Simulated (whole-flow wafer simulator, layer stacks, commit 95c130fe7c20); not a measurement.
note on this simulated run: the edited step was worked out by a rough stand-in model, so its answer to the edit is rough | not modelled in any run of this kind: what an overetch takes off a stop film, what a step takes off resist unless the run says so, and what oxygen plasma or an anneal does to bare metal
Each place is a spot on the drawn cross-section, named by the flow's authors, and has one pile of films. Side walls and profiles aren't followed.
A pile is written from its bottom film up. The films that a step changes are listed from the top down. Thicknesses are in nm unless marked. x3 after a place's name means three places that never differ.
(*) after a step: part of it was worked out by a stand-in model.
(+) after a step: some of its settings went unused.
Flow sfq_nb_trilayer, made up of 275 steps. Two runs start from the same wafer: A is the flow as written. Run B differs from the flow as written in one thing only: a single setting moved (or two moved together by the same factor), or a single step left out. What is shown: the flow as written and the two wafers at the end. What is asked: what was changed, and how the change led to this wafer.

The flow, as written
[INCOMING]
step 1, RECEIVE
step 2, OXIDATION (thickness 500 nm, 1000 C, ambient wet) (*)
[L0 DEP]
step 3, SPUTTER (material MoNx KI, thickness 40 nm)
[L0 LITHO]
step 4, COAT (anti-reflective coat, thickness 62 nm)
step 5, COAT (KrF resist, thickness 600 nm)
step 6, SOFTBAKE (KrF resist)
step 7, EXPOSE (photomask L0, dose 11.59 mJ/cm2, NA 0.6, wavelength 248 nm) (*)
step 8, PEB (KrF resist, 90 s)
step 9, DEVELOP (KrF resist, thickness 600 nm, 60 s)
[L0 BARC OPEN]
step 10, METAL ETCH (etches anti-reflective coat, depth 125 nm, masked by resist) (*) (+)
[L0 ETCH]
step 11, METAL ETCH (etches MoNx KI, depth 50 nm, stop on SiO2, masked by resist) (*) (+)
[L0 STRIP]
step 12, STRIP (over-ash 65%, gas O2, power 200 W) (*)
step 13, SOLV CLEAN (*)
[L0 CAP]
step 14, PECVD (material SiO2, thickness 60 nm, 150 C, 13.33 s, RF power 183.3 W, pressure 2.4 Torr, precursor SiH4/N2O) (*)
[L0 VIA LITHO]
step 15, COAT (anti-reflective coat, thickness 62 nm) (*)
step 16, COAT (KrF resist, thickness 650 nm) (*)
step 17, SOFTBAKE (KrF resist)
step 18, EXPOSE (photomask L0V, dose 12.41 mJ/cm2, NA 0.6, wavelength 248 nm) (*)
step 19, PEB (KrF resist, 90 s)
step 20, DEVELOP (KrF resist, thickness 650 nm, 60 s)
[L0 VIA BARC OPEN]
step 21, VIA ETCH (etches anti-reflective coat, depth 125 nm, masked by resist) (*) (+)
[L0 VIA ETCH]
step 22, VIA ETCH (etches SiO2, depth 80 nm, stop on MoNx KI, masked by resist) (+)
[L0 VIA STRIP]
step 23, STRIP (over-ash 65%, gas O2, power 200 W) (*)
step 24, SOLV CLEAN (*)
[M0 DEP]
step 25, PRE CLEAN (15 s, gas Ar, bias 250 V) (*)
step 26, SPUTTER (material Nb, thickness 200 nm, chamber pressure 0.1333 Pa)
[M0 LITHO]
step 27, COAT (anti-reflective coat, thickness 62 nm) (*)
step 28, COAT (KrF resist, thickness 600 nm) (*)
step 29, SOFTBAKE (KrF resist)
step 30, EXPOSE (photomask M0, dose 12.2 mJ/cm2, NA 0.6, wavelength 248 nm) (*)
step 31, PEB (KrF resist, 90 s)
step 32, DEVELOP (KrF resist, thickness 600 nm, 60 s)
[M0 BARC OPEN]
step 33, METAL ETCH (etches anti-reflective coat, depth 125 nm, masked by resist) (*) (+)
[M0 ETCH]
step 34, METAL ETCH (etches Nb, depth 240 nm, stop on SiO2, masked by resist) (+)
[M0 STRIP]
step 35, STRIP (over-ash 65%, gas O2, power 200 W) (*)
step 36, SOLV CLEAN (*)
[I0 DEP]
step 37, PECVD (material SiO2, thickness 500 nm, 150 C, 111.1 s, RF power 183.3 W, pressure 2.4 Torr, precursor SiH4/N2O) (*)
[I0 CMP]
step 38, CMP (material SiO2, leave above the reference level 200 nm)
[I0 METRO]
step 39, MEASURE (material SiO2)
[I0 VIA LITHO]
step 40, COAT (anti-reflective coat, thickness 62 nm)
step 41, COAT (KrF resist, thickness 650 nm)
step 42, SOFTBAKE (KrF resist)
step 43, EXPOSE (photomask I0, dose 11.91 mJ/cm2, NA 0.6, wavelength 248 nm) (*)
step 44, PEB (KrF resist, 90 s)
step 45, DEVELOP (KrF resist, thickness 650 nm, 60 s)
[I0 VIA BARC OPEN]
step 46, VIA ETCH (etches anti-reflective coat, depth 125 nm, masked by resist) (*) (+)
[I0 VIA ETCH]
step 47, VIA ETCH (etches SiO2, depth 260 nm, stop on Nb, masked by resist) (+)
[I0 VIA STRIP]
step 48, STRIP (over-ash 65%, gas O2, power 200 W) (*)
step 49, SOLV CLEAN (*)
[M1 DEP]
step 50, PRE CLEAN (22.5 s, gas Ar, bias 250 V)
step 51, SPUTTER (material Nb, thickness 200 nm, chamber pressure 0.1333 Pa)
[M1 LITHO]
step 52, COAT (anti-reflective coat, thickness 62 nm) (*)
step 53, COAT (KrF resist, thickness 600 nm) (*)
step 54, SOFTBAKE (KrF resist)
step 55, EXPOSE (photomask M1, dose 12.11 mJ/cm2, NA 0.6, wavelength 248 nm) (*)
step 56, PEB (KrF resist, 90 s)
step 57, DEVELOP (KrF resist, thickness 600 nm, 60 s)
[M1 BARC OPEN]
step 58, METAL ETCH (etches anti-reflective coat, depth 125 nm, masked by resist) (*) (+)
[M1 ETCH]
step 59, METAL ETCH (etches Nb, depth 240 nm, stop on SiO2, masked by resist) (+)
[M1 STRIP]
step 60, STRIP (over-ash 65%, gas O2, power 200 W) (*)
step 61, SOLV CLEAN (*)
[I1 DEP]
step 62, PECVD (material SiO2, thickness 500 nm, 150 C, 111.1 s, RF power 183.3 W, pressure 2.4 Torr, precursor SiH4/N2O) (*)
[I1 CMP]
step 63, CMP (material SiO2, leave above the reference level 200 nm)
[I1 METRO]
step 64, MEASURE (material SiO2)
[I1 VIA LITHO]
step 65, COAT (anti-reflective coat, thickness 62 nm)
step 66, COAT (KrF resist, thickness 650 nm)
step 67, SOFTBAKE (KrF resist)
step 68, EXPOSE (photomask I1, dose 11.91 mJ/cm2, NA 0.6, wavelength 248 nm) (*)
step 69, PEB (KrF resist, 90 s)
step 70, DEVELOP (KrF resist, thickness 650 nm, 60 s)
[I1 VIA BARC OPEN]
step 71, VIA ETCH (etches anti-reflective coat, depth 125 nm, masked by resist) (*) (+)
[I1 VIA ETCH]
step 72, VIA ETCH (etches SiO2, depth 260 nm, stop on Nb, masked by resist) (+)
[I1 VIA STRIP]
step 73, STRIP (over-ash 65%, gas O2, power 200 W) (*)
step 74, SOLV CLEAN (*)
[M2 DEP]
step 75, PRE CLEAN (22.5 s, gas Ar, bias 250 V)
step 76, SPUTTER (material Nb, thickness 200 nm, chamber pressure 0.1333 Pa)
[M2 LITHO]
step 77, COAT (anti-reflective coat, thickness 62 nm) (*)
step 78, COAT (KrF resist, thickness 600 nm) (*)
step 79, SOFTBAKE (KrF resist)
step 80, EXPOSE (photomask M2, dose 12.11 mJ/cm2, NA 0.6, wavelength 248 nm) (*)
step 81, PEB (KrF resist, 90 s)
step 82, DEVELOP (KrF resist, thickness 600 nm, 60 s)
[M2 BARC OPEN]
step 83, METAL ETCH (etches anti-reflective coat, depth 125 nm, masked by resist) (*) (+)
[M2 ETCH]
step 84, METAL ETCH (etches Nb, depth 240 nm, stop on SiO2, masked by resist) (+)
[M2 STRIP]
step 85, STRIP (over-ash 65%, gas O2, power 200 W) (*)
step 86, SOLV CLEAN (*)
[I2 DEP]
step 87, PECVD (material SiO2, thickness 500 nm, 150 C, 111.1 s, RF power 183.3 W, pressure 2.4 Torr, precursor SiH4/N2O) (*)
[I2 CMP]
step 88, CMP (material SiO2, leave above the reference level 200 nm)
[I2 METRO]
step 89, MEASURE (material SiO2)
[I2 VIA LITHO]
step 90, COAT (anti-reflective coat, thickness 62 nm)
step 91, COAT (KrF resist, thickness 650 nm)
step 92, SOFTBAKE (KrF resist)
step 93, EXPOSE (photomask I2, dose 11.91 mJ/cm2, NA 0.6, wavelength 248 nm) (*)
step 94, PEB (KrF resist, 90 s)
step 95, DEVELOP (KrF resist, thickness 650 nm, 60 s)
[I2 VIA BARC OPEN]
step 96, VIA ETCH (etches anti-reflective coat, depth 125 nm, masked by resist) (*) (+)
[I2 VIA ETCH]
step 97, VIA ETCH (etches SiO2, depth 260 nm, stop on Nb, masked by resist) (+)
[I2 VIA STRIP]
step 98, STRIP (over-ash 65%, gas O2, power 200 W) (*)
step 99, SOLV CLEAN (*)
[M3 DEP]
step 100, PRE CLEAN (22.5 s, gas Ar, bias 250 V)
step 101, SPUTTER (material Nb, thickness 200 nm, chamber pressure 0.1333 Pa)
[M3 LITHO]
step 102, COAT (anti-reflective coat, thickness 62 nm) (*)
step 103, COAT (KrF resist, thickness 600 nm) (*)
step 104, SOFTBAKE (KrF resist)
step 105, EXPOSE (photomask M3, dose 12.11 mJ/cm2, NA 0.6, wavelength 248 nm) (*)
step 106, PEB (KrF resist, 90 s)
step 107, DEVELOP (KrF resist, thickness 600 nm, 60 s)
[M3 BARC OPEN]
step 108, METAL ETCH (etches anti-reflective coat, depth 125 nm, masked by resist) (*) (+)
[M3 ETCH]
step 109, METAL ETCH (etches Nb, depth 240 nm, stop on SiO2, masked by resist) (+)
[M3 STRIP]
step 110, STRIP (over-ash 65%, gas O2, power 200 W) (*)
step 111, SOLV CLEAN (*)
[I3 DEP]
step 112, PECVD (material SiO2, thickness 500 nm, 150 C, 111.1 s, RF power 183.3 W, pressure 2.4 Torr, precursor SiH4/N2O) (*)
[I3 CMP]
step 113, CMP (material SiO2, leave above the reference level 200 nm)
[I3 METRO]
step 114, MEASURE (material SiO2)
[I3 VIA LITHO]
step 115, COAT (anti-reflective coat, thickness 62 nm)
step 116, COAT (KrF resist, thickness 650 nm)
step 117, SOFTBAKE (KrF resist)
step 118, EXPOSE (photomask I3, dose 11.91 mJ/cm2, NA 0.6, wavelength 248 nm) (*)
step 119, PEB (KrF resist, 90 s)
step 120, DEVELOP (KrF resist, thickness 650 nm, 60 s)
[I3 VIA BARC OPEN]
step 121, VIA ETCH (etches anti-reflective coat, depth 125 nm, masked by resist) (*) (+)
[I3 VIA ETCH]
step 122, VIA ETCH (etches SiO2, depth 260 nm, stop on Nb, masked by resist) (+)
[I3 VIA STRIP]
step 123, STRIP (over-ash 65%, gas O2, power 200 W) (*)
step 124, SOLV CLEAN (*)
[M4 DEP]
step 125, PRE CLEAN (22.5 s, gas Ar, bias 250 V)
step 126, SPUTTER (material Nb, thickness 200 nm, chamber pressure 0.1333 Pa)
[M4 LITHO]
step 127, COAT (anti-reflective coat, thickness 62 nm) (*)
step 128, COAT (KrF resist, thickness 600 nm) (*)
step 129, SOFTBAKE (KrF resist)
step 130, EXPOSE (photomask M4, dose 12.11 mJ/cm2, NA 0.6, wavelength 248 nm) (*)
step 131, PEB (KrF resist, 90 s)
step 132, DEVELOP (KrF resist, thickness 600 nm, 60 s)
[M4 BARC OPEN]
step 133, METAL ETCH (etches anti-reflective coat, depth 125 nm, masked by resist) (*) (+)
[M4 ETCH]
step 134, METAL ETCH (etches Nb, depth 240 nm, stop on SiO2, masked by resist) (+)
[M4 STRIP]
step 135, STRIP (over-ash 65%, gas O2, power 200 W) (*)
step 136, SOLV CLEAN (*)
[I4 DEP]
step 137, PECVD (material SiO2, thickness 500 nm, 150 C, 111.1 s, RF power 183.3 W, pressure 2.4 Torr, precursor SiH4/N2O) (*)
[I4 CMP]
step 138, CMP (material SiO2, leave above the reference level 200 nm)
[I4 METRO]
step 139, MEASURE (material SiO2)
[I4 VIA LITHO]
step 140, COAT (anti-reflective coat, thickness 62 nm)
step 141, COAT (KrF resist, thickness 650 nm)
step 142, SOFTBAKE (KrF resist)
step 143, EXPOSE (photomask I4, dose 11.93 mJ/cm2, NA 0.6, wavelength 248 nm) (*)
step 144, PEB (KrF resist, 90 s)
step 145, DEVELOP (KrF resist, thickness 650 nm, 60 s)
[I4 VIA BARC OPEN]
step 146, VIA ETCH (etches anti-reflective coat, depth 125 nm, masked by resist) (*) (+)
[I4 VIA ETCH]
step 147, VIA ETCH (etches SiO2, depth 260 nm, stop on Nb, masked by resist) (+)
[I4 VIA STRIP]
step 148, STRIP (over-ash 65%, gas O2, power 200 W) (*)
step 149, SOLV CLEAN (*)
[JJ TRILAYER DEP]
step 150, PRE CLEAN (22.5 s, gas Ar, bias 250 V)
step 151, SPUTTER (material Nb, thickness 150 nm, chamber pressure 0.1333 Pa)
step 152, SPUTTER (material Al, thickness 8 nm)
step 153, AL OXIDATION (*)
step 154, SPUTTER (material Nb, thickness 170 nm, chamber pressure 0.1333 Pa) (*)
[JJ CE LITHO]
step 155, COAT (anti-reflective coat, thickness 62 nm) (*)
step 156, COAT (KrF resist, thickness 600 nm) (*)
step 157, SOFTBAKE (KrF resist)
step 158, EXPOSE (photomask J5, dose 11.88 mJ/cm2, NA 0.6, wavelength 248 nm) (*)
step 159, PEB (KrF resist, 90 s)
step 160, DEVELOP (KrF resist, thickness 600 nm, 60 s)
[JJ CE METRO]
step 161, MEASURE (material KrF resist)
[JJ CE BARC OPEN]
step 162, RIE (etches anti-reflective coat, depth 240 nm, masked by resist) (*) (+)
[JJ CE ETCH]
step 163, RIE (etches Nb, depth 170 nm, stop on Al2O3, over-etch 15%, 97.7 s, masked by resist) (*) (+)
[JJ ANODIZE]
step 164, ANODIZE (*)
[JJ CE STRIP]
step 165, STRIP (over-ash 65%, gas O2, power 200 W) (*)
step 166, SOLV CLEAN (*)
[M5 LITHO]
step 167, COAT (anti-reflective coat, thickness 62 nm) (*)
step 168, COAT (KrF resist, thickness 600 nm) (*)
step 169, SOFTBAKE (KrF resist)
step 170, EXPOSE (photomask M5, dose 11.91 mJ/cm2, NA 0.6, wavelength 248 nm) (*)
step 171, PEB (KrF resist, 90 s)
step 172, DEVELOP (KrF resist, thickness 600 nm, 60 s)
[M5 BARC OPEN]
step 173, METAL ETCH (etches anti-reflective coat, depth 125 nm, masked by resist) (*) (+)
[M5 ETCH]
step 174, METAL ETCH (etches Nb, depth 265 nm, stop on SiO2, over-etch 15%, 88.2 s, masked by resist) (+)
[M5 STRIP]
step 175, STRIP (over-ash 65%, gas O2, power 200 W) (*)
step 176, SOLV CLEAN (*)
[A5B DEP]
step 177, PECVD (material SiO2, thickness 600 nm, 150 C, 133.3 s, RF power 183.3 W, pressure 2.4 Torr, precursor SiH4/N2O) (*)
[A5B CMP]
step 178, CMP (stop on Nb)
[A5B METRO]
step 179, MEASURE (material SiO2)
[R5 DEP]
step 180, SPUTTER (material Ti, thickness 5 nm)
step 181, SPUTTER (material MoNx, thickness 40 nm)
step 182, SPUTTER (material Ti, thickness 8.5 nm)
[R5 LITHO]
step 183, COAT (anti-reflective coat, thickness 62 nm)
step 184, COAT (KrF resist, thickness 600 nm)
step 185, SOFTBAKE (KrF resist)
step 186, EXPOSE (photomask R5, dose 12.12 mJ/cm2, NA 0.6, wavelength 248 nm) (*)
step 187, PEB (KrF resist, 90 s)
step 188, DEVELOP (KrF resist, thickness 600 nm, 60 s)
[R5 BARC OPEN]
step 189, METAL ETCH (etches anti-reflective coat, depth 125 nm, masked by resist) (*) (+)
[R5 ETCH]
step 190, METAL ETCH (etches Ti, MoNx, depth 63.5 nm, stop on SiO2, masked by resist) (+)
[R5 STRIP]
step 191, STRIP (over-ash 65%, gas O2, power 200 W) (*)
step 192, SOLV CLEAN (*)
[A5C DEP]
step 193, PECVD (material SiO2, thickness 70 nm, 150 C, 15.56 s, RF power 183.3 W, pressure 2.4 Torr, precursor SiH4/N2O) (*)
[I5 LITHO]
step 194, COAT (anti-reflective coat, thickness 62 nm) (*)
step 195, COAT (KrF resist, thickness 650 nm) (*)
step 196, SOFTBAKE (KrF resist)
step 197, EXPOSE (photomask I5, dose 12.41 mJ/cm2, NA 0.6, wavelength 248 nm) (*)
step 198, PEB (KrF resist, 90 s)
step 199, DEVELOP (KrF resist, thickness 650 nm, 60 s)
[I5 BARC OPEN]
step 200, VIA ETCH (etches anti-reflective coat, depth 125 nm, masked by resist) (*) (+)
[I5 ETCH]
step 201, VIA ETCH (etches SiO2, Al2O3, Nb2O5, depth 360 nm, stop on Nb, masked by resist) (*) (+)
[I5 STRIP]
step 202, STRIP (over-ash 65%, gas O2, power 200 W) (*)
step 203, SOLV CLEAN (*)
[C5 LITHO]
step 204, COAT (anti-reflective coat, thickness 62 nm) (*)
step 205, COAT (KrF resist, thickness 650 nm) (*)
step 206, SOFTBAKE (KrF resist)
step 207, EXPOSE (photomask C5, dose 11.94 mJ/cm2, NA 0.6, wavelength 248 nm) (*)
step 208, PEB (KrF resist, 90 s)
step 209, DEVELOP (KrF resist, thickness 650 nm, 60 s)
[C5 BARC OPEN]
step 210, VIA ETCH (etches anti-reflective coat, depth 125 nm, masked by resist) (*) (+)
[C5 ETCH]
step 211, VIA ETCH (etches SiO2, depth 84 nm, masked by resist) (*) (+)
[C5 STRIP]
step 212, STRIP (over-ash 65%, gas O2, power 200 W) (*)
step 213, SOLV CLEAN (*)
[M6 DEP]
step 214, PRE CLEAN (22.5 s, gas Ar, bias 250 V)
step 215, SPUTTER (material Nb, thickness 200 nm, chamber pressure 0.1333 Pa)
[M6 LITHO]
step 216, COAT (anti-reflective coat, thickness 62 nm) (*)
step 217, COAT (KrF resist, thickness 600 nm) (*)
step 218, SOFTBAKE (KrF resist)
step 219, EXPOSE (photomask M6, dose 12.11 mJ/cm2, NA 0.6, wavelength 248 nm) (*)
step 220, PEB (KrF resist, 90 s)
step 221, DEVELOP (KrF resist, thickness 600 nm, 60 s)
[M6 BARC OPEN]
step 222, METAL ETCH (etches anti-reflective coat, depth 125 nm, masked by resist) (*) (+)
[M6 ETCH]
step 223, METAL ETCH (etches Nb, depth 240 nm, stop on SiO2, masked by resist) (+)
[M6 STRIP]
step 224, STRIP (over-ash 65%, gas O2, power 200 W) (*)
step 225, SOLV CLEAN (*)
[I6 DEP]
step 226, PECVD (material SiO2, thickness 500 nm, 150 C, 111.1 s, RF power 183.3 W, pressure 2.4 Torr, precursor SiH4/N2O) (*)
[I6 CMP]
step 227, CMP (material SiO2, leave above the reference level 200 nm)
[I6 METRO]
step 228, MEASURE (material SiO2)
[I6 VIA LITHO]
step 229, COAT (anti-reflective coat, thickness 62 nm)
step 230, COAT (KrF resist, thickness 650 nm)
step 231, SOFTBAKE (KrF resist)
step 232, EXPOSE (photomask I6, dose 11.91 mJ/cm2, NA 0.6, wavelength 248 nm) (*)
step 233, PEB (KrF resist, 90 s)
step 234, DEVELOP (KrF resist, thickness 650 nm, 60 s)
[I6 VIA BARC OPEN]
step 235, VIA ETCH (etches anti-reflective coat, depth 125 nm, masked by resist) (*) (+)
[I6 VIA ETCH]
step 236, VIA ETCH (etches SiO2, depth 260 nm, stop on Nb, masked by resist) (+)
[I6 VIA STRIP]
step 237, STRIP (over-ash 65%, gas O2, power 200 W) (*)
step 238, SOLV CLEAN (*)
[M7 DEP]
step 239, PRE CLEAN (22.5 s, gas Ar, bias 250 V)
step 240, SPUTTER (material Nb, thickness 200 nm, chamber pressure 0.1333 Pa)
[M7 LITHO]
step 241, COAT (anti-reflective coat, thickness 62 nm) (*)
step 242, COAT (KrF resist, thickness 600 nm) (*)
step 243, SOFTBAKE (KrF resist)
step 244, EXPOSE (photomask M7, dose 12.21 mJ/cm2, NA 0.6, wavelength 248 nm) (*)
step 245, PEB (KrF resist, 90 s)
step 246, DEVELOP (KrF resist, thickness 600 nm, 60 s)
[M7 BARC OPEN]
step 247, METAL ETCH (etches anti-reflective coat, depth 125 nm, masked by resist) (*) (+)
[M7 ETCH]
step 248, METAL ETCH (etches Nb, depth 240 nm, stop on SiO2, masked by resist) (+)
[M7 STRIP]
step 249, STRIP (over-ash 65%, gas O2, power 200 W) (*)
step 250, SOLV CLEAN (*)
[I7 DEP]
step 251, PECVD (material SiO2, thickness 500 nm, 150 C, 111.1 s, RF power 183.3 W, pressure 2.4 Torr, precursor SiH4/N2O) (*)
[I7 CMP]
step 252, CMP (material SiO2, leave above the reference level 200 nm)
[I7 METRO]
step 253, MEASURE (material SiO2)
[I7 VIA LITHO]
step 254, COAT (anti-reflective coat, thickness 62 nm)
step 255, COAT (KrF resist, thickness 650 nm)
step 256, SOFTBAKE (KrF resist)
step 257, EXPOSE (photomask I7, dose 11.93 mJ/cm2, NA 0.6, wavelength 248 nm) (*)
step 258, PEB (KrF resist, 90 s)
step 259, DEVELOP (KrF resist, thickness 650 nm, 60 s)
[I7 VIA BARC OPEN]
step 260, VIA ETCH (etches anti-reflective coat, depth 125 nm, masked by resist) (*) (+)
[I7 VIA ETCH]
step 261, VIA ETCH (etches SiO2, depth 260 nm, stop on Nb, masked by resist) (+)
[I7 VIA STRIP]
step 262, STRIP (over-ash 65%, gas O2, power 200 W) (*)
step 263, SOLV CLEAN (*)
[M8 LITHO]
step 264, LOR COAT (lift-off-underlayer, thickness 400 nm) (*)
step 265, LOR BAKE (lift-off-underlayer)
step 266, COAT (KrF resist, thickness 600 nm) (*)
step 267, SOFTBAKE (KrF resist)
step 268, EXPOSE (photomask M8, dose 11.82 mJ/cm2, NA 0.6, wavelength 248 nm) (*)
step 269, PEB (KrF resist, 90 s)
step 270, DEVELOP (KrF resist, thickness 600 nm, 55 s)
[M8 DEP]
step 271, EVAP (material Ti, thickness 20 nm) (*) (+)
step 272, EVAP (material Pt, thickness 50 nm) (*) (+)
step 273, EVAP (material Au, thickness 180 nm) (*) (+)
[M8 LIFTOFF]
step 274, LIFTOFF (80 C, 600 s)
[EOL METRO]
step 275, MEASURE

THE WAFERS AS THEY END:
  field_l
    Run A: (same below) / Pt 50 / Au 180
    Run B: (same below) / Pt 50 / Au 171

Cause: step 273, EVAP: thickness 171 nm was run, while the flow as written has thickness 180 nm.
The wafer lets one read it off: field_l has Au 171, and step 273 as written asks for 180 nm.

Step by step, how the change led to this:
  step 273, EVAP (material Au, thickness 180 nm) (*) (+)
      field_l, v_sur, via_wl and 103 more: A Au gains 180 (new film) | B Au gains 171 (new film)
  step 274, LIFTOFF (80 C, 600 s)
      p4_fl, p4_fm, p4_w1 and 71 more: A Au loses 180 (all of it), Pt loses 50 (all of it), Ti loses 20 (all of it), KrF resist loses 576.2 (all of it), lift-off-underlayer loses 400 (all of it) | B Au loses 171 (all of it), Pt loses 50 (all of it), Ti loses 20 (all of it), KrF resist loses 576.2 (all of it), lift-off-underlayer loses 400 (all of it)
      c5j, ce_r: A Au loses 180 (all of it), Pt loses 50 (all of it), Ti loses 20 (all of it), KrF resist loses 573.3 (all of it), lift-off-underlayer loses 399.3 (all of it) | B Au loses 171 (all of it), Pt loses 50 (all of it), Ti loses 20 (all of it), KrF resist loses 573.3 (all of it), lift-off-underlayer loses 399.3 (all of it)
      (also at 19 further places)
